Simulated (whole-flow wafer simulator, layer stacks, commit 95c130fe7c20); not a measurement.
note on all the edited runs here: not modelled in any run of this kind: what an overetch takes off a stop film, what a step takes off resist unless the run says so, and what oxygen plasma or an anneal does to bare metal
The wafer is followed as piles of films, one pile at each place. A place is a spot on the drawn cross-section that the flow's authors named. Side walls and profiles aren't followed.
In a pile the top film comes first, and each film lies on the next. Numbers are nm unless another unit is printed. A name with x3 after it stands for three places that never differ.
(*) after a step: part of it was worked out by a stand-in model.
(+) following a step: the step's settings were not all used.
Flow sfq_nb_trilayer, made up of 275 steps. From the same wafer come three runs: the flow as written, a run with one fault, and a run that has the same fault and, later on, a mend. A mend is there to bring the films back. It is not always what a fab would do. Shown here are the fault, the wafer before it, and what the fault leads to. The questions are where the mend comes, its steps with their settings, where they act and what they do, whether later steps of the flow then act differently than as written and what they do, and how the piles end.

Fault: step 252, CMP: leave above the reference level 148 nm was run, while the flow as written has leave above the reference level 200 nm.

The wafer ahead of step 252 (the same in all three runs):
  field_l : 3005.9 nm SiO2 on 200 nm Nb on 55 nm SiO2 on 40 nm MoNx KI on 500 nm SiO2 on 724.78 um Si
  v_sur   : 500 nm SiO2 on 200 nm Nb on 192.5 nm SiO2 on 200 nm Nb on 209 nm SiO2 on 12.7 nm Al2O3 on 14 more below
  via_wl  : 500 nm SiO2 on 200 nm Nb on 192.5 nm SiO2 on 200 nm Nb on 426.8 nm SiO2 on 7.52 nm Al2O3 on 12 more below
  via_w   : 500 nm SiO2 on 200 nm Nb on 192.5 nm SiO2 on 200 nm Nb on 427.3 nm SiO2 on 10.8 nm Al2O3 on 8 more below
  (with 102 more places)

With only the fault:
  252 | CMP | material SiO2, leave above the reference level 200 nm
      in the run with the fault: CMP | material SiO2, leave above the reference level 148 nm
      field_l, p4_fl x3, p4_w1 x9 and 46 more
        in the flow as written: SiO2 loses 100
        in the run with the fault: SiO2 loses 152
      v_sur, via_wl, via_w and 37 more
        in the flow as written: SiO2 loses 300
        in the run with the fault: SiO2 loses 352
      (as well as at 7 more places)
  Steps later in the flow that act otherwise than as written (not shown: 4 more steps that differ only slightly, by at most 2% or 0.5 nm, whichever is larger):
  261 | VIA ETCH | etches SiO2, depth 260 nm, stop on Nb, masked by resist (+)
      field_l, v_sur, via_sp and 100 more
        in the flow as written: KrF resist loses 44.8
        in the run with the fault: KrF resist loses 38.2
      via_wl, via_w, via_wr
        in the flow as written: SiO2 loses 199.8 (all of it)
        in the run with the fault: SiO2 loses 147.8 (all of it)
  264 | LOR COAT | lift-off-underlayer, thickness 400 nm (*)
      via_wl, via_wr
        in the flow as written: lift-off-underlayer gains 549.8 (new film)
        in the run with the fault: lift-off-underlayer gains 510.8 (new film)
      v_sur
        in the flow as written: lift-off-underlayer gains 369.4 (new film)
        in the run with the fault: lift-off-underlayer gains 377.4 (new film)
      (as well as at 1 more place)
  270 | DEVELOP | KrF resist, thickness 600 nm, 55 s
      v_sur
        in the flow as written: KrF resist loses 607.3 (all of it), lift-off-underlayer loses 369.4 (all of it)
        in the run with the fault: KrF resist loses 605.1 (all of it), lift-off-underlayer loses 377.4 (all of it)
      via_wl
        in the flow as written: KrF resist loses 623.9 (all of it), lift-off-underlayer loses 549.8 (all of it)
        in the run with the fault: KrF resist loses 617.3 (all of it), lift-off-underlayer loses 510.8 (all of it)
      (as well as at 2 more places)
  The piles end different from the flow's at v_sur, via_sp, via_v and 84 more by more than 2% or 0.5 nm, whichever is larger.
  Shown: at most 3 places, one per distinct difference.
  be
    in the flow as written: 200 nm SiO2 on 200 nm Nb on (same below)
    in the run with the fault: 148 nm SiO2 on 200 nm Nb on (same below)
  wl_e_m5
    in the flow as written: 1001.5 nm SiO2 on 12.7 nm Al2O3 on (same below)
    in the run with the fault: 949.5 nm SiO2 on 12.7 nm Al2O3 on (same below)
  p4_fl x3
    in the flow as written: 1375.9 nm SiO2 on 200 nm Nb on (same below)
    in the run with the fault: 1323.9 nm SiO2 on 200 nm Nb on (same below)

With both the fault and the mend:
  After step 259 comes the mend.
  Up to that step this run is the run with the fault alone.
  259a | STRIP | over-ash 65%, gas O2, power 200 W (*)
      field_l, v_sur, via_sp and 100 more
        KrF resist loses 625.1 (all of it), anti-reflective coat loses 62 (all of it)
      via_wl, via_w, via_wr
        anti-reflective coat loses 62 (all of it)
  259b | PECVD | material SiO2, thickness 52 nm, 150 C, 11.56 s, RF power 183.3 W, pressure 2.4 Torr, precursor SiH4/N2O (the flow's step 251, run once more with other settings)
      field_l, v_sur, via_wl and 103 more
        SiO2 gains 52
  259c | COAT | anti-reflective coat, thickness 62 nm (the flow's step 254, run once more)
      field_l, v_sur, via_wl and 103 more
        anti-reflective coat gains 62 (new film)
  259d | COAT | KrF resist, thickness 650 nm (the flow's step 255, run once more)
      field_l, v_sur, via_wl and 103 more
        KrF resist gains 650 (new film)
  259e | SOFTBAKE | KrF resist (the flow's step 256, run once more)
      does not change any film at any place that is followed
  259f | EXPOSE | photomask I7, dose 11.93 mJ/cm2, NA 0.6, wavelength 248 nm (*) (the flow's step 257, run once more)
      does not change any film at any place that is followed
  259g | PEB | KrF resist, 90 s (the flow's step 258, run once more)
      field_l, v_sur, via_wl and 103 more
        KrF resist loses 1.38
  259h | DEVELOP | KrF resist, thickness 650 nm, 60 s (the flow's step 259, run once more)
      field_l, v_sur, via_sp and 100 more
        KrF resist loses 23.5
      via_wl, via_w, via_wr
        KrF resist loses 648.6 (all of it)
  None of the later steps of the flow acts differently than as written at any place that is followed.
  By the end, the piles equal the flow's at every place that both follow.
